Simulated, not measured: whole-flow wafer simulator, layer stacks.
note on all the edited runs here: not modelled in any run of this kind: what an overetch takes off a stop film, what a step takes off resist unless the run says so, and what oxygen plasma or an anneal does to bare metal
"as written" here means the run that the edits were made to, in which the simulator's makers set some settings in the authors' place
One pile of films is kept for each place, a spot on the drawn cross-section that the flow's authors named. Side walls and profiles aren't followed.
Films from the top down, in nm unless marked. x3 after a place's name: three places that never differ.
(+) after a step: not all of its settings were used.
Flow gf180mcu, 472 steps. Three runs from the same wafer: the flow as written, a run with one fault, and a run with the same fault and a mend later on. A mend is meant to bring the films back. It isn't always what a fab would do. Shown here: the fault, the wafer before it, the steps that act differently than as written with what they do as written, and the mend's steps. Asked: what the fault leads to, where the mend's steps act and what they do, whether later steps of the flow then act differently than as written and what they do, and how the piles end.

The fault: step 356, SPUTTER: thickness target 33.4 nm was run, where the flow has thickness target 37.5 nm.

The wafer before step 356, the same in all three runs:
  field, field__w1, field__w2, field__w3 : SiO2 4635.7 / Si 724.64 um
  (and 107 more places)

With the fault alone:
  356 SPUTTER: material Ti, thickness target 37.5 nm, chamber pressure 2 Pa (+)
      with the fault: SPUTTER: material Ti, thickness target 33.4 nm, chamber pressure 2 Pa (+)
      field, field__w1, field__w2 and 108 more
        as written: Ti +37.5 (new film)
        with the fault: Ti +33.4 (new film)
  Later steps of the flow that act differently than as written (1 more step differs only slightly, by at most 2% or 0.5 nm, whichever is larger, and isn't shown):
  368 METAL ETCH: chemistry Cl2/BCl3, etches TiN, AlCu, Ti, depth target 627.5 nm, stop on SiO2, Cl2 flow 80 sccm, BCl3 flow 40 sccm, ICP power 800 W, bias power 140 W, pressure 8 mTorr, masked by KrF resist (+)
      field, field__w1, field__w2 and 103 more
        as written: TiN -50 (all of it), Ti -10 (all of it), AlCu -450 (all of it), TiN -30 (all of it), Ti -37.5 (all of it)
        with the fault: TiN -50 (all of it), Ti -10 (all of it), AlCu -450 (all of it), TiN -30 (all of it), Ti -33.4 (all of it)
  At the end the piles differ from the flow's by more than 2% or 0.5 nm, whichever is larger, at field__w8, contact, m1, m1__w1, m1_nw.
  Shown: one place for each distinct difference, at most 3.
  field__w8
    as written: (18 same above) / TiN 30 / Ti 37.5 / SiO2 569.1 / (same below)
    with the fault: (18 same above) / TiN 30 / Ti 33.4 / SiO2 569.1 / (same below)
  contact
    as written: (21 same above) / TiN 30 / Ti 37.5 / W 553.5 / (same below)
    with the fault: (21 same above) / TiN 30 / Ti 33.4 / W 553.5 / (same below)

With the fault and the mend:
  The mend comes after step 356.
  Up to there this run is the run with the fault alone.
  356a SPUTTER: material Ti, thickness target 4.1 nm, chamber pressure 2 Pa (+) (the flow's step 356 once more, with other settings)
      field, field__w1, field__w2 and 108 more
        Ti +4.1
  No later step of the flow acts differently than as written at any place that is followed.
  At the end the piles are the same as the flow's at every place that both follow.
